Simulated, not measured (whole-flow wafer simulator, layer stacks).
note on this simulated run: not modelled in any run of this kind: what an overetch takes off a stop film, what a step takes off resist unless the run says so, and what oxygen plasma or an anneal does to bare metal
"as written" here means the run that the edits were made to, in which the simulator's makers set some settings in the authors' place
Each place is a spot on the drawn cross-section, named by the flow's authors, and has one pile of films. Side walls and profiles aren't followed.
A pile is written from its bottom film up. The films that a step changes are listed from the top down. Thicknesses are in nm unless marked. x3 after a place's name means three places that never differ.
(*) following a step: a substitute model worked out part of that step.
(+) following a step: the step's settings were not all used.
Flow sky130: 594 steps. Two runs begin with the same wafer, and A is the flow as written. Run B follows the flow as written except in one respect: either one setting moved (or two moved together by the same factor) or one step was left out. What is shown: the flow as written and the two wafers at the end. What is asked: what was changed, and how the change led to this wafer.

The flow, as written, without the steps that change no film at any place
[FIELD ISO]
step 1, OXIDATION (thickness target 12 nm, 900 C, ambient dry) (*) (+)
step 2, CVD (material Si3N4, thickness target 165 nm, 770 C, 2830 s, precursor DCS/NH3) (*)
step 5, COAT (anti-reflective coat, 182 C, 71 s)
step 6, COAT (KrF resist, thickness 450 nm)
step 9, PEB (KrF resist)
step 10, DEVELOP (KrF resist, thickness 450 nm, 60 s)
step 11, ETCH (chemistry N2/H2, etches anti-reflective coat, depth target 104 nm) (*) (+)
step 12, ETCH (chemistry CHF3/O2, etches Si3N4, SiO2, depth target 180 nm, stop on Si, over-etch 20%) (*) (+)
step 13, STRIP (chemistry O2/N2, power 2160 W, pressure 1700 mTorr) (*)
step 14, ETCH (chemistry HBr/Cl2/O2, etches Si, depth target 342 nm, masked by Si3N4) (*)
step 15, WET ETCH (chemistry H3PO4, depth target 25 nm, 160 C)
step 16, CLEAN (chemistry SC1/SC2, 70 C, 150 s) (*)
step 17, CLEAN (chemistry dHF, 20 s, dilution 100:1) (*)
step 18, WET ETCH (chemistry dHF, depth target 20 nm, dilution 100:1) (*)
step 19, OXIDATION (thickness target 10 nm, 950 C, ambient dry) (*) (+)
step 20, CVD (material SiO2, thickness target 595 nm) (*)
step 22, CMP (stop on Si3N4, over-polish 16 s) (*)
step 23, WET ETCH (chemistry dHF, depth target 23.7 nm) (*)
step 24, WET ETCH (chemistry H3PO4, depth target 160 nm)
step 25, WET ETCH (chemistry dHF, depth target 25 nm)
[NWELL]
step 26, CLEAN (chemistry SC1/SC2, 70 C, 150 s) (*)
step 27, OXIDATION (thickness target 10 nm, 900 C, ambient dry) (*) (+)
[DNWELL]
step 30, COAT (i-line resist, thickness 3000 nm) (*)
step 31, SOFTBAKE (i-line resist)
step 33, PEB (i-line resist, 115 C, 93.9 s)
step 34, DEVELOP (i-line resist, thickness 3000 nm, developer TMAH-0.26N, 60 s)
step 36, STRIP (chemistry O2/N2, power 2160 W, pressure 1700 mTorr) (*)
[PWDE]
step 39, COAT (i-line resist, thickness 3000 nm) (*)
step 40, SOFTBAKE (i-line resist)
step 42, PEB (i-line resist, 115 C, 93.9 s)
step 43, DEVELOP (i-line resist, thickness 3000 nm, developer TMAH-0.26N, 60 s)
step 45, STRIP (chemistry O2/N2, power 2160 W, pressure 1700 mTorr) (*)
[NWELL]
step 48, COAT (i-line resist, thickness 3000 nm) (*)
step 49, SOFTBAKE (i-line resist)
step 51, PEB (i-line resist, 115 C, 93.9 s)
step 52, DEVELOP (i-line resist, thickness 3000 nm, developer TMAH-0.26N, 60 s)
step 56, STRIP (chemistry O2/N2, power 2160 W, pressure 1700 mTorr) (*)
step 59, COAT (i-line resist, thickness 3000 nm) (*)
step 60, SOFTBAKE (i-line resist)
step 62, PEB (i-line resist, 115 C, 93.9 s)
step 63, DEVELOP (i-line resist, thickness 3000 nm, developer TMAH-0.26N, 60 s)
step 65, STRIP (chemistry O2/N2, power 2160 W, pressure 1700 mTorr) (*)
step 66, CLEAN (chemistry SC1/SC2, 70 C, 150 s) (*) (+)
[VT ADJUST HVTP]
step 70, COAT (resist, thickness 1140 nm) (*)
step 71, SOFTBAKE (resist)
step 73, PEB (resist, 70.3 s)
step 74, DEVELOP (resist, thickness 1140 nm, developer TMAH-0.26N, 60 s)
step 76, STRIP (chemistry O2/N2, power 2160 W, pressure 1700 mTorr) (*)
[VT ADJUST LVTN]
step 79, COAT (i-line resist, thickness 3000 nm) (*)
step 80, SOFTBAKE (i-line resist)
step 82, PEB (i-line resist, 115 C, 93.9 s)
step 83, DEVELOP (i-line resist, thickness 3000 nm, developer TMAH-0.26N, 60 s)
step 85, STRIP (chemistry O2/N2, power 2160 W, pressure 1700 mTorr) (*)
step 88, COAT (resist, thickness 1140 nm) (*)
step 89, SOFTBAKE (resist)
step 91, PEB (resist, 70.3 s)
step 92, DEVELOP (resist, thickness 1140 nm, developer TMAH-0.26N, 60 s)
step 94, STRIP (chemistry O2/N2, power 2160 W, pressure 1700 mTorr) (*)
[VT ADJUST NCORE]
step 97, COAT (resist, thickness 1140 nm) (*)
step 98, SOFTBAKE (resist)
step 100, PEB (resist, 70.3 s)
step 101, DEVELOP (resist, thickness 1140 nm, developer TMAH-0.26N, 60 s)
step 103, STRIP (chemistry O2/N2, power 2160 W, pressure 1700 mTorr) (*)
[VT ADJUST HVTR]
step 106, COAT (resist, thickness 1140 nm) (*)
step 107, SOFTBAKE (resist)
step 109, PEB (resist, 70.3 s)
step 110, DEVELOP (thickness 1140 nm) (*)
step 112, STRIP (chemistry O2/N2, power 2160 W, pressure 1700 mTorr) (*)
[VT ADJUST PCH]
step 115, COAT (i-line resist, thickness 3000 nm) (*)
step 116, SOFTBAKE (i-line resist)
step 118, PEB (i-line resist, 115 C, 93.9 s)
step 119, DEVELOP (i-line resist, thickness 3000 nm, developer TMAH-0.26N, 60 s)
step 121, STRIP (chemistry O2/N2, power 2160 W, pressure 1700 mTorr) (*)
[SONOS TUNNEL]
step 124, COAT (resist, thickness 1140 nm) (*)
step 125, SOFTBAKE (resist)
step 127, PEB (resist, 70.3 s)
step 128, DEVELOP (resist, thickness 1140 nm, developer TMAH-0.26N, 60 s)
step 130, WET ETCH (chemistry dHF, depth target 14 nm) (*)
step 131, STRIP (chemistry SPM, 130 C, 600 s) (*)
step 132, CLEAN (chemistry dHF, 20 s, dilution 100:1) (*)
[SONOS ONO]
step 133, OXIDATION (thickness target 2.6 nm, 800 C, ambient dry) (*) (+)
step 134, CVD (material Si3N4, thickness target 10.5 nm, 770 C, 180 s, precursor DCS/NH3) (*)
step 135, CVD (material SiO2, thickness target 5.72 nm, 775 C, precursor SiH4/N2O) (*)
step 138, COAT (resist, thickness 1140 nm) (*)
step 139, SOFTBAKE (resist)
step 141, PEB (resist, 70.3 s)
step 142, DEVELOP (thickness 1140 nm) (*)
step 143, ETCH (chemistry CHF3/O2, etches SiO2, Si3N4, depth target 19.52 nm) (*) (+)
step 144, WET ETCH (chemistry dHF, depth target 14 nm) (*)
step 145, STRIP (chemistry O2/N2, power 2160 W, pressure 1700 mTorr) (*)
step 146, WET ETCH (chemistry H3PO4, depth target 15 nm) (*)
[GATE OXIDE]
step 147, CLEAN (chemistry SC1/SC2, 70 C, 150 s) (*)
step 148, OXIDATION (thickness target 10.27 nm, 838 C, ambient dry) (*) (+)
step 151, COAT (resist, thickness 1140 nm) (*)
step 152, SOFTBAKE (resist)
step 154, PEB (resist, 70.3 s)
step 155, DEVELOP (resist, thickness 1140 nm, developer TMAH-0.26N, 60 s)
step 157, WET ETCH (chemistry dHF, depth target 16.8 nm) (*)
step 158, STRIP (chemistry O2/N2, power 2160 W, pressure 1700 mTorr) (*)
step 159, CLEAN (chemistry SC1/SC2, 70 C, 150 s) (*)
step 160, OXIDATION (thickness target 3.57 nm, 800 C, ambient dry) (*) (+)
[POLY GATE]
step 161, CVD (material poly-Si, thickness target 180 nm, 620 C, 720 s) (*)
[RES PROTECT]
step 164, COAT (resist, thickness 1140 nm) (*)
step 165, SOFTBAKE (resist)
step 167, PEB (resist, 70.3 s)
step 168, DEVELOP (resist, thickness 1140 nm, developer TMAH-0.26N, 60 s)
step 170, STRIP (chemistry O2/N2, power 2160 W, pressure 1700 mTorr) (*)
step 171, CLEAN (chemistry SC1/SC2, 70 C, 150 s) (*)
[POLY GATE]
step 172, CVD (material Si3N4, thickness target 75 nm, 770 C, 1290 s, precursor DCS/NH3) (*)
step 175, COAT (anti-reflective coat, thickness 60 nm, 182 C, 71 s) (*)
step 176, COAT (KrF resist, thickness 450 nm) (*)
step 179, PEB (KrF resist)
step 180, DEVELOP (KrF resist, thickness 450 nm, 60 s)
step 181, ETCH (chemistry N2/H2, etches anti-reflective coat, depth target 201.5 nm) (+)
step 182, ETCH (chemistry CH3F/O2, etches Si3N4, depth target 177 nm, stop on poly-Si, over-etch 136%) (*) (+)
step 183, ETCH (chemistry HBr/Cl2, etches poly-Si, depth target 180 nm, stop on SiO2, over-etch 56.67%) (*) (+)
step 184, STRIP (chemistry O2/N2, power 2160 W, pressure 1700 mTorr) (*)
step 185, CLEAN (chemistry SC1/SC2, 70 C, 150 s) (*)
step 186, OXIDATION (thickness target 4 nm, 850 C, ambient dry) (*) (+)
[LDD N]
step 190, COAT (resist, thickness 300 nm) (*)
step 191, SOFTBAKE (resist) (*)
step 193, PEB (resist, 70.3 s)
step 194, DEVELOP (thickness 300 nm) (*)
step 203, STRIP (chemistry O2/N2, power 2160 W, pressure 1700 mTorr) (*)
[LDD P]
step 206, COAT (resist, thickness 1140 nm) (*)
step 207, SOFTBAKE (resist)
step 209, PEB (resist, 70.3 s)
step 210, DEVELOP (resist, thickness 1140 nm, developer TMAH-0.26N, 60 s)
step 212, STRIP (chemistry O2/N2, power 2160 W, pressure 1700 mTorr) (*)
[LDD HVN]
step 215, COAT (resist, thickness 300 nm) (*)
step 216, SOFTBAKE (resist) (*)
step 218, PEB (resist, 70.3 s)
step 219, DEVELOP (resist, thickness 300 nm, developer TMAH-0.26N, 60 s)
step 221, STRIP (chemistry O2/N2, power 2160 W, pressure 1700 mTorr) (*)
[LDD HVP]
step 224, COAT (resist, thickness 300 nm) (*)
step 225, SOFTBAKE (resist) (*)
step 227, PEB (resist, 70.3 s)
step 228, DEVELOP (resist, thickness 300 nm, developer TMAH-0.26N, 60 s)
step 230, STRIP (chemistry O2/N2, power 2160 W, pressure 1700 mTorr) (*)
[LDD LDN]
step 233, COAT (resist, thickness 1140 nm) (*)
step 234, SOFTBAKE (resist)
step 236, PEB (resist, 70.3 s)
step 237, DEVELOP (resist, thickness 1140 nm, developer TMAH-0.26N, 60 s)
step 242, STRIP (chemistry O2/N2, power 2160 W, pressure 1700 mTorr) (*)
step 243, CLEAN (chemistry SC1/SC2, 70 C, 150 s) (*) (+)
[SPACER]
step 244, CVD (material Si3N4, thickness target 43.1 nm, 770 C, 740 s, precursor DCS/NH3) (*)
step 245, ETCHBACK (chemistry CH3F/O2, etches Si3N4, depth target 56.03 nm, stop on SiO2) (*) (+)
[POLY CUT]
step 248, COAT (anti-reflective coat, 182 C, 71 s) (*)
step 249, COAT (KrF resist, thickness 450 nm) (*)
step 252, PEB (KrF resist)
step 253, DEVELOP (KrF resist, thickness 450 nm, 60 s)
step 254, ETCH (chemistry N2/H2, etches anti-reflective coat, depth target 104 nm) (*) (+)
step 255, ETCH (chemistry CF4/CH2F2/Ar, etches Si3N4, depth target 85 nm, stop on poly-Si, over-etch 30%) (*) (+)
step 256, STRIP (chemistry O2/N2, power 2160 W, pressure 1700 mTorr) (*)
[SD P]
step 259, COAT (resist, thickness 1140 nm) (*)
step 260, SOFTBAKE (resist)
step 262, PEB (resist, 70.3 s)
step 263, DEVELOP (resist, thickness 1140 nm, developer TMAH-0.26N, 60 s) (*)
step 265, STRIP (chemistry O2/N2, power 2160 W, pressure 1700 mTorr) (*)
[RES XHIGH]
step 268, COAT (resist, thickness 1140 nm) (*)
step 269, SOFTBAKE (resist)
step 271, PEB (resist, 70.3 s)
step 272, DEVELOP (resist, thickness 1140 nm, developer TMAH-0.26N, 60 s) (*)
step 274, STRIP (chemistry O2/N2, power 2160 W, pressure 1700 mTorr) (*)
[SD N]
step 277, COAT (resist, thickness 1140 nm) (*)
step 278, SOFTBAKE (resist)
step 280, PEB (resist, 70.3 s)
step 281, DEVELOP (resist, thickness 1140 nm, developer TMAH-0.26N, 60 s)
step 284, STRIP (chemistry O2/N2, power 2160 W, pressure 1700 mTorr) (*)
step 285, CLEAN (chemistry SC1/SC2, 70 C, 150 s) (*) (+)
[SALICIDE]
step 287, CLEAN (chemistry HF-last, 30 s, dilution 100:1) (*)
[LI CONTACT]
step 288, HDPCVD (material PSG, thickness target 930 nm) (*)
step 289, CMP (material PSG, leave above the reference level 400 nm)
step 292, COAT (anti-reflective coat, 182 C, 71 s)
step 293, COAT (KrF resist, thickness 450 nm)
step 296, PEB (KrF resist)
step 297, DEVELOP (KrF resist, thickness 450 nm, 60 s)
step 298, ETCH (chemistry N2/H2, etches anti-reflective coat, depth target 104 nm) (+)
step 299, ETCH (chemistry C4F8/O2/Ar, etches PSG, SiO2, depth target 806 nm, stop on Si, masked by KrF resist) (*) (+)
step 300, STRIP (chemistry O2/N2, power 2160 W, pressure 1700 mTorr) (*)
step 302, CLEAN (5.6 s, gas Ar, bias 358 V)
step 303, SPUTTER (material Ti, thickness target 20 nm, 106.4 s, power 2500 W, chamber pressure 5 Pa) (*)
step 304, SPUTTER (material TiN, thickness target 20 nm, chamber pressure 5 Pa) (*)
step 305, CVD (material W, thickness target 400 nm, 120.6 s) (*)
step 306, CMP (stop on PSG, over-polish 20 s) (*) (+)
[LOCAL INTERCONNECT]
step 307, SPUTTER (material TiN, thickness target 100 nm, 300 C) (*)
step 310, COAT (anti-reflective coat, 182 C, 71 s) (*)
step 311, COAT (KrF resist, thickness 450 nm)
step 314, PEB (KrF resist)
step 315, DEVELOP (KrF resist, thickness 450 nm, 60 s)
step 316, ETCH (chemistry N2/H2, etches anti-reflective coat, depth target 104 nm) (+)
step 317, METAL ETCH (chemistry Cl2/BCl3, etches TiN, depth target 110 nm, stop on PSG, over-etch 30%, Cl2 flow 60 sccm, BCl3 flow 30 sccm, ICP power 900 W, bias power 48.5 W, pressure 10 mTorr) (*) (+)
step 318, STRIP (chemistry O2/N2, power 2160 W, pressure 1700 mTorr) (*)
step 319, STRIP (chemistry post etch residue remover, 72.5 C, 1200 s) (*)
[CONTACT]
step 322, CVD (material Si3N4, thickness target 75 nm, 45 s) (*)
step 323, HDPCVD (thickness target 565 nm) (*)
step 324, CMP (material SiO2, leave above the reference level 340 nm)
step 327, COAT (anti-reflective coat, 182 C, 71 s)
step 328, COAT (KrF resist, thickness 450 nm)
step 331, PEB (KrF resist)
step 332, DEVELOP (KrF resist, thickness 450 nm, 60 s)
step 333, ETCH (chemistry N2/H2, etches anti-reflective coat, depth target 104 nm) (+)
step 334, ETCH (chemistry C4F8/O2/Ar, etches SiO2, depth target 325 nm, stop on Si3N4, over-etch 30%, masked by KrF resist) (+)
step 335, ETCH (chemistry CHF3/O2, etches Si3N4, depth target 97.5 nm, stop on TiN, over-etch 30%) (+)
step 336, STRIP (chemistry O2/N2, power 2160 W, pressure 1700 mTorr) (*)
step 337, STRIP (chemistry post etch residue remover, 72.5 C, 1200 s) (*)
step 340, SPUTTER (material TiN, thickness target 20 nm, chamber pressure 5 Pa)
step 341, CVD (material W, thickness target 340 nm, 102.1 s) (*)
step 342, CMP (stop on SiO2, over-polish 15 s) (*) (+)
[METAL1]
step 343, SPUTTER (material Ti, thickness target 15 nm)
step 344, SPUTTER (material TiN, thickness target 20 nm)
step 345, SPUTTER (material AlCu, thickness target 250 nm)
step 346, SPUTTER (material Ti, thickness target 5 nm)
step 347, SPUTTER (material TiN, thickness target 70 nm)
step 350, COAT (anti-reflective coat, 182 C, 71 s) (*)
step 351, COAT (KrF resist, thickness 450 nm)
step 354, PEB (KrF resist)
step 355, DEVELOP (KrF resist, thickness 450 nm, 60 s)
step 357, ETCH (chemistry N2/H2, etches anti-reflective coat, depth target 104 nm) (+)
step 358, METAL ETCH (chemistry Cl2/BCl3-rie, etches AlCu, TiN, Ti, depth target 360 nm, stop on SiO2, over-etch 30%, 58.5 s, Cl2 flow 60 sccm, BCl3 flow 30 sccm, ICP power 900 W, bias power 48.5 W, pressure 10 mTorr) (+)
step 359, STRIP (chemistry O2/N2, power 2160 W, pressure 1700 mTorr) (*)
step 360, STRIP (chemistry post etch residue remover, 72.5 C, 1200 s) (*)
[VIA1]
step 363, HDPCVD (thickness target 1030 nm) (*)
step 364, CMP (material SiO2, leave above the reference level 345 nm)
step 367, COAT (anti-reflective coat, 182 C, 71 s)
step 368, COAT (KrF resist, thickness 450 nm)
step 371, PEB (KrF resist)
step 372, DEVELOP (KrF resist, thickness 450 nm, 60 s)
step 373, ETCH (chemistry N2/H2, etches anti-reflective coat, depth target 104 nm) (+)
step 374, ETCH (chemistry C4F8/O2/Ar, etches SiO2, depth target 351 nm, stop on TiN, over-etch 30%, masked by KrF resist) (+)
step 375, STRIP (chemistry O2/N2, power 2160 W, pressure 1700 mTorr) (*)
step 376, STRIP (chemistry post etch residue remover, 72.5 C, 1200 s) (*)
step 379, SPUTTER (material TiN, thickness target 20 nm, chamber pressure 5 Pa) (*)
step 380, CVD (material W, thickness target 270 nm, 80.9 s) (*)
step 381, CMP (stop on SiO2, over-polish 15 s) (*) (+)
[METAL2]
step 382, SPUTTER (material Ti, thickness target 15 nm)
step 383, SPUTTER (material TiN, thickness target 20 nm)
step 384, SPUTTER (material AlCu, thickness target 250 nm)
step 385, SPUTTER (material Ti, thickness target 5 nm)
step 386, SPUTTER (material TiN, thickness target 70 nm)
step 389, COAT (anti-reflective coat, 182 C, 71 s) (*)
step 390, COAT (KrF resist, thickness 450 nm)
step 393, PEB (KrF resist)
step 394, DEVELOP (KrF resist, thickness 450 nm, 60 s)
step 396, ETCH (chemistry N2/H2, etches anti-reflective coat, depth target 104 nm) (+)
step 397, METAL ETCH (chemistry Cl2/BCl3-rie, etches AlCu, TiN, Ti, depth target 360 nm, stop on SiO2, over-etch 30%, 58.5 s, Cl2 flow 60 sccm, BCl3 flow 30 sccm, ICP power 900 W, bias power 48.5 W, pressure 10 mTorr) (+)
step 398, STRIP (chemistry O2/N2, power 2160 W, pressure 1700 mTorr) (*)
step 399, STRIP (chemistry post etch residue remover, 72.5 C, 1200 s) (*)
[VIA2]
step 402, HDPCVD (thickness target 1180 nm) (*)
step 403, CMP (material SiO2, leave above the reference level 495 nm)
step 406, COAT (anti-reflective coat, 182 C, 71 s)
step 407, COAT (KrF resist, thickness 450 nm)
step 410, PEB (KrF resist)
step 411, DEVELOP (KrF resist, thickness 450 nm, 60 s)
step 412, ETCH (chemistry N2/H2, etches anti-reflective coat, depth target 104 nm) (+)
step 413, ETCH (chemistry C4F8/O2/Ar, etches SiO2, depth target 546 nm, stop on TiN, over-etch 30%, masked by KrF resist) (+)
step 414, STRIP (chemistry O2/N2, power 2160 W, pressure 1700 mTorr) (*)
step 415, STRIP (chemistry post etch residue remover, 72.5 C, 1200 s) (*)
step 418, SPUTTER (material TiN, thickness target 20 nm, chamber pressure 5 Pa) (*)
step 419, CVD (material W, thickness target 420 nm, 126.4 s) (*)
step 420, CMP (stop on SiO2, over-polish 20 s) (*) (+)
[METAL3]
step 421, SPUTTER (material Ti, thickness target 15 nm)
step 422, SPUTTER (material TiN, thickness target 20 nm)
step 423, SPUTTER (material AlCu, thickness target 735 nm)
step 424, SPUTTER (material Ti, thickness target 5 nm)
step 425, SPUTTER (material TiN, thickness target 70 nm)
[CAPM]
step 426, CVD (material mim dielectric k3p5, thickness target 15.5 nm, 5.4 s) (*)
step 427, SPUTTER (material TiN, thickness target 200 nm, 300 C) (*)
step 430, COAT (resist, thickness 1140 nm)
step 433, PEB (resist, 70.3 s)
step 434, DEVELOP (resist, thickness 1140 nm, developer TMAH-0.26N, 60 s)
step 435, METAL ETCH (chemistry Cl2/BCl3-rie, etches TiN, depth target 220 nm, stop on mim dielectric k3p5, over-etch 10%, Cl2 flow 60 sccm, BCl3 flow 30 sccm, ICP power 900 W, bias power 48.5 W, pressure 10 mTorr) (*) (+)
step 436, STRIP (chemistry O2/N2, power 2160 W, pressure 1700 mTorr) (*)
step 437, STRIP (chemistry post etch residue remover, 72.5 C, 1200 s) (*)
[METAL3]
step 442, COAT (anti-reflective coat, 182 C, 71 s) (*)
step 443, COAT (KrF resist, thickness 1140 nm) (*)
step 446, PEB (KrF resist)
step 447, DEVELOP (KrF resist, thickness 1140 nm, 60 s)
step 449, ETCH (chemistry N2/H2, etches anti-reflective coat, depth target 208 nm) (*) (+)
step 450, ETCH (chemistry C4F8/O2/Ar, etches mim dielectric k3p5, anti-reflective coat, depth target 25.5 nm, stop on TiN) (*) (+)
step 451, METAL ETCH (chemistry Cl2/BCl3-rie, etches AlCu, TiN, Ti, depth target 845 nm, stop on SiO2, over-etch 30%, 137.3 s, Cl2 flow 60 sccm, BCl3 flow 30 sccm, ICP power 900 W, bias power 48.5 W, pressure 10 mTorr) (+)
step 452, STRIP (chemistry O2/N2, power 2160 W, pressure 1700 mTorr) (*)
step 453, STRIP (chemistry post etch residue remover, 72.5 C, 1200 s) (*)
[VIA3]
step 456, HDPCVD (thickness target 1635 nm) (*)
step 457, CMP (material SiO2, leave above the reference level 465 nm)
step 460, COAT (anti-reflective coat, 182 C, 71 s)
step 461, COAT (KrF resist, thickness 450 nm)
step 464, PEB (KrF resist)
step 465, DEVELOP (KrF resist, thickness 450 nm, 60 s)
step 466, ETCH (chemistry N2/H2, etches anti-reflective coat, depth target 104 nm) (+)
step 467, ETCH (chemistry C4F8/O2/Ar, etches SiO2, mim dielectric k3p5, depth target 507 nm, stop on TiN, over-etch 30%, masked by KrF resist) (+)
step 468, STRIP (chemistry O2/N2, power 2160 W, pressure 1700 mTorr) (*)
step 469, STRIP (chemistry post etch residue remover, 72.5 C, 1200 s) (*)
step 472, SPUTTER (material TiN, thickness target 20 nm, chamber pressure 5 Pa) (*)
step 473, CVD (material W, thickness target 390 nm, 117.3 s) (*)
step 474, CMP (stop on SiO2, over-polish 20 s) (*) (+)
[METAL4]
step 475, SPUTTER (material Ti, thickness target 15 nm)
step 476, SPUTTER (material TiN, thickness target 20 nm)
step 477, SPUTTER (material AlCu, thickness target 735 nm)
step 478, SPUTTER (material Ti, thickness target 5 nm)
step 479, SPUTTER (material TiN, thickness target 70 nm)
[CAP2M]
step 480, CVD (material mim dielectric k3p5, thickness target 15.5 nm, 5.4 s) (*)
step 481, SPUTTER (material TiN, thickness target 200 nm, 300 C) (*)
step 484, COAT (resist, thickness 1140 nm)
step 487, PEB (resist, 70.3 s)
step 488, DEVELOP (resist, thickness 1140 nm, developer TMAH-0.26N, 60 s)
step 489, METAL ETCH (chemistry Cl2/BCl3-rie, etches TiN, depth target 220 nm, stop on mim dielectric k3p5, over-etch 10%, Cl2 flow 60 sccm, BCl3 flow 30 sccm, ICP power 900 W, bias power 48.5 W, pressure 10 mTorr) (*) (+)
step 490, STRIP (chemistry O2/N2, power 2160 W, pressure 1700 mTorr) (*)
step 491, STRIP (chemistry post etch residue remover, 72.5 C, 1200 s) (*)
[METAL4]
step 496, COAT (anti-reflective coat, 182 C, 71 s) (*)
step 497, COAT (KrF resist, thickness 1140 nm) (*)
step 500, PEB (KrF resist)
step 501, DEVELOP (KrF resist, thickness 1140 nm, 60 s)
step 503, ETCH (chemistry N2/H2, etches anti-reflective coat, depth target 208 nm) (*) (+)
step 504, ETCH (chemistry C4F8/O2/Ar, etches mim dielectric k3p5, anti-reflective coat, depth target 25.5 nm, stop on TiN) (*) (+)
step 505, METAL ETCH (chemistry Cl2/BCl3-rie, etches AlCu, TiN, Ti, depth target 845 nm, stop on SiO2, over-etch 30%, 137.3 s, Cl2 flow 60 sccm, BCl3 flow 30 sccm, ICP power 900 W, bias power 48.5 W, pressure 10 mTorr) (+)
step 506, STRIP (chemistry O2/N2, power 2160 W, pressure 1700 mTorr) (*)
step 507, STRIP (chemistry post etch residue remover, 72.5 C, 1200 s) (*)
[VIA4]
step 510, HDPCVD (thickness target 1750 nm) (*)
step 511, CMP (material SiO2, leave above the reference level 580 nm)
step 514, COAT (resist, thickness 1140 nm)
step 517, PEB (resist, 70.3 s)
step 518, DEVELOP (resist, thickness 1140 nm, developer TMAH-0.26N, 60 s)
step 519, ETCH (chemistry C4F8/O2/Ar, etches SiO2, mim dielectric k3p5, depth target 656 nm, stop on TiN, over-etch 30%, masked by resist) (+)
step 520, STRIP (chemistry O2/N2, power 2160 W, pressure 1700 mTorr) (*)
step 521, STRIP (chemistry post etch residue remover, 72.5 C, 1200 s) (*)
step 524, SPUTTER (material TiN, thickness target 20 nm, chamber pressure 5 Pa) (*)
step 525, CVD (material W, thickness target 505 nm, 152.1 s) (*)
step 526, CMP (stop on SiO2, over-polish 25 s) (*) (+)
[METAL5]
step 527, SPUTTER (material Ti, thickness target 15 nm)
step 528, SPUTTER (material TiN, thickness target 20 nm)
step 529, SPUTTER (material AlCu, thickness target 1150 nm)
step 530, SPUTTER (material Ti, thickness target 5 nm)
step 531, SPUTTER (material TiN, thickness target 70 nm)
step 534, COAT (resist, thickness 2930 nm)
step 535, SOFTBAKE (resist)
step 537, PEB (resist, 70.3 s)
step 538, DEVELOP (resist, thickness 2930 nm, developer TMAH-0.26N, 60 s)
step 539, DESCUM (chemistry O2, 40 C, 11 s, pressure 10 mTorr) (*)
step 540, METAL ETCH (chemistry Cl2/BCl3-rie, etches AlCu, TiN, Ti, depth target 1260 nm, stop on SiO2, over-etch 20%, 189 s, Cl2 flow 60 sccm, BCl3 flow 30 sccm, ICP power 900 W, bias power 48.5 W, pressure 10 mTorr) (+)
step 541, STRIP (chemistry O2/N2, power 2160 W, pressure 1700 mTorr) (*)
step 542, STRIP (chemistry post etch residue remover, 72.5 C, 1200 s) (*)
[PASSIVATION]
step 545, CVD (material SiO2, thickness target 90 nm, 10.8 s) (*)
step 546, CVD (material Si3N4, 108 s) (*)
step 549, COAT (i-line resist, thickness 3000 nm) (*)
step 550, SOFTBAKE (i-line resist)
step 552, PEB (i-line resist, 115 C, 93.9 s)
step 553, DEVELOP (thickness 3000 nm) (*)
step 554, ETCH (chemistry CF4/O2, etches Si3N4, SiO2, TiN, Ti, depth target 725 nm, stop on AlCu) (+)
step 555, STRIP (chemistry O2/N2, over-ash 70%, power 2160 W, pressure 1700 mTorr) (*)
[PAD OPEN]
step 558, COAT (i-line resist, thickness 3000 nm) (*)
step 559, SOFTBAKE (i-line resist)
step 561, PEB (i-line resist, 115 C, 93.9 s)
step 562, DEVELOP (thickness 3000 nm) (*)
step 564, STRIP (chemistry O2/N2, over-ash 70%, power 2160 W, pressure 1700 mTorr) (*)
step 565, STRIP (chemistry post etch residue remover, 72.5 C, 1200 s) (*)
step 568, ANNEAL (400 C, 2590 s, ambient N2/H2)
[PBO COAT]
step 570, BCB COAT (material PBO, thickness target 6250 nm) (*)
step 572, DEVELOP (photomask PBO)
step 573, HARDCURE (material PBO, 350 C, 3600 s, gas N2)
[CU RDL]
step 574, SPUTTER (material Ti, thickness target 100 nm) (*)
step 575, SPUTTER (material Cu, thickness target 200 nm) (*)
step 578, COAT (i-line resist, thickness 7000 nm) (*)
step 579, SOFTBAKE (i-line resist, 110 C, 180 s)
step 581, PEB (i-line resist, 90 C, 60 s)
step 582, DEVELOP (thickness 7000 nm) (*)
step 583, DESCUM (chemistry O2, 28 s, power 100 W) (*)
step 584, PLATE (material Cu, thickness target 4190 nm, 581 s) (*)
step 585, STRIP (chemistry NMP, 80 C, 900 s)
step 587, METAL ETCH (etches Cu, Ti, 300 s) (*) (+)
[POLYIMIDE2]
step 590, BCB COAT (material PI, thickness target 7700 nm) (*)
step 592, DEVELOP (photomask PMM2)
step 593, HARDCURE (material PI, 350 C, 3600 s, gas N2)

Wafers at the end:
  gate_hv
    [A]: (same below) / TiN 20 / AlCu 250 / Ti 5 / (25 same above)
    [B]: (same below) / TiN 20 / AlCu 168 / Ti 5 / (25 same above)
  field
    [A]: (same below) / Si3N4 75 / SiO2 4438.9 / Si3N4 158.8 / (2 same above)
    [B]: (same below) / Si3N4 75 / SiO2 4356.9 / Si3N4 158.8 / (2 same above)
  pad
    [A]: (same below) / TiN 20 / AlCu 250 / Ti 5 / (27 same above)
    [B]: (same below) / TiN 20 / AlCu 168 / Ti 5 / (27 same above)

Cause: step 345, SPUTTER: thickness target 168 nm was run, whereas the flow has thickness target 250 nm.
The wafer lets one read it off: gate_hv has AlCu 168, and step 345 as written asks for 250 nm.

How this came from the change, step by step:
  step 345, SPUTTER (material AlCu, thickness target 250 nm)
      field, active, n_well and 188 more: A AlCu gains 250 (new film) | B AlCu gains 168 (new film)
  step 358, METAL ETCH (chemistry Cl2/BCl3-rie, etches AlCu, TiN, Ti, depth target 360 nm, stop on SiO2, over-etch 30%, 58.5 s, Cl2 flow 60 sccm, BCl3 flow 30 sccm, ICP power 900 W, bias power 48.5 W, pressure 10 mTorr) (+)
      field, active, gate and 81 more: A TiN loses 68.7 (all of it), Ti loses 5 (all of it), AlCu loses 250 (all of it), TiN loses 20 (all of it), Ti loses 15 (all of it), SiO2 loses 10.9 | B TiN loses 68.7 (all of it), Ti loses 5 (all of it), AlCu loses 168 (all of it), TiN loses 20 (all of it), Ti loses 15 (all of it), SiO2 loses 19.1
  step 364, CMP (material SiO2, leave above the reference level 345 nm)
      field, active, gate and 81 more: A SiO2 loses 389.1 | B SiO2 loses 462.9
